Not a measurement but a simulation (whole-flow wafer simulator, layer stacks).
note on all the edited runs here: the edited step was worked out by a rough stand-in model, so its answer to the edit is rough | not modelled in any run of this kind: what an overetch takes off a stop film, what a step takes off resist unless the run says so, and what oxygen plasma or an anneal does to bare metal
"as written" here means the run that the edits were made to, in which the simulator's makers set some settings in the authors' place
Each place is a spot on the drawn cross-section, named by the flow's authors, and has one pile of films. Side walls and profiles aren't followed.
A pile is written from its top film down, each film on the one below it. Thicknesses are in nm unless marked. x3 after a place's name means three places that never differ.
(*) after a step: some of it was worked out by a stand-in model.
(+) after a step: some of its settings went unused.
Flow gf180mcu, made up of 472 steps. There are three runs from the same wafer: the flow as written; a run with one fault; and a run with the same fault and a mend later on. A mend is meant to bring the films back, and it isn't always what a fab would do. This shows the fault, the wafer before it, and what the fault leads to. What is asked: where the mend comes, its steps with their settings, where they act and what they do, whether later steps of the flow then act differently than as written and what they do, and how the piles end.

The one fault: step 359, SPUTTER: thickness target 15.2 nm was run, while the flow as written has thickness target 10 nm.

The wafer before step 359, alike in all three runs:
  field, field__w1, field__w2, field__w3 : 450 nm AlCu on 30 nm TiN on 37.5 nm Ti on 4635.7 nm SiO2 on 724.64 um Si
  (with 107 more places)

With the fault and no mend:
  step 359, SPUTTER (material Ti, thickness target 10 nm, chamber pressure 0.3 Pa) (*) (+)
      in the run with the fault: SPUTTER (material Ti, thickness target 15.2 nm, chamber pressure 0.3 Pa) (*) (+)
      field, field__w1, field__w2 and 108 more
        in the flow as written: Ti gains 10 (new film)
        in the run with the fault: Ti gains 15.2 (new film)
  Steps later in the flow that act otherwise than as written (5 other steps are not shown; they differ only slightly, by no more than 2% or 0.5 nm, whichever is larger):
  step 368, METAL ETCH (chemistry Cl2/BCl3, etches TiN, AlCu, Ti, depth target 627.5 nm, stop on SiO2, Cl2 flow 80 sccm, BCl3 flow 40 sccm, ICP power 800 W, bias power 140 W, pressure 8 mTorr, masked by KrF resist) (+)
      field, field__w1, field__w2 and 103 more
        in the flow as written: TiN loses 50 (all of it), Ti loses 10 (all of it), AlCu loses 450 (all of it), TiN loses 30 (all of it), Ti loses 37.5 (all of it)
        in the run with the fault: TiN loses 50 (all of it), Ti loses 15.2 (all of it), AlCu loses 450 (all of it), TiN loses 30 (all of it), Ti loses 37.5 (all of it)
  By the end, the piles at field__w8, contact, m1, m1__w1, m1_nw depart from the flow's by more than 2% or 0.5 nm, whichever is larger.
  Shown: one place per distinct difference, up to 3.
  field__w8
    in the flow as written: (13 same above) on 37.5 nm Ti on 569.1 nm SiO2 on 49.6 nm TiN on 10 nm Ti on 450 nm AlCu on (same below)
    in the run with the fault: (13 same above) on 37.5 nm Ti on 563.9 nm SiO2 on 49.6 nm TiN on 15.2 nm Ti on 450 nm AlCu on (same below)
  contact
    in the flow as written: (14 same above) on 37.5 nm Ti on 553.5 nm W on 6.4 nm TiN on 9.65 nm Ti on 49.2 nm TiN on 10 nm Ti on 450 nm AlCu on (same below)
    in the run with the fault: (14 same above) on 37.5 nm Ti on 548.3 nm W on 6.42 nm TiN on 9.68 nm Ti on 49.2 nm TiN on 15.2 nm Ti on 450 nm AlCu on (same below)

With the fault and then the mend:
  After step 359 comes the mend.
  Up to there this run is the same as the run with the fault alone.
  step 359a, METAL ETCH (chemistry Cl2/BCl3, etches TiN, AlCu, Ti, depth target 5.2 nm, Cl2 flow 80 sccm, BCl3 flow 40 sccm, ICP power 800 W, bias power 140 W, pressure 8 mTorr) (a further turn of the flow's step 260, with different settings)
      field, field__w1, field__w2 and 108 more
        Ti loses 5.2
  Later steps of the flow that are run all act as written at every place that is followed.
  By the end, the piles equal the flow's at every place that both follow.
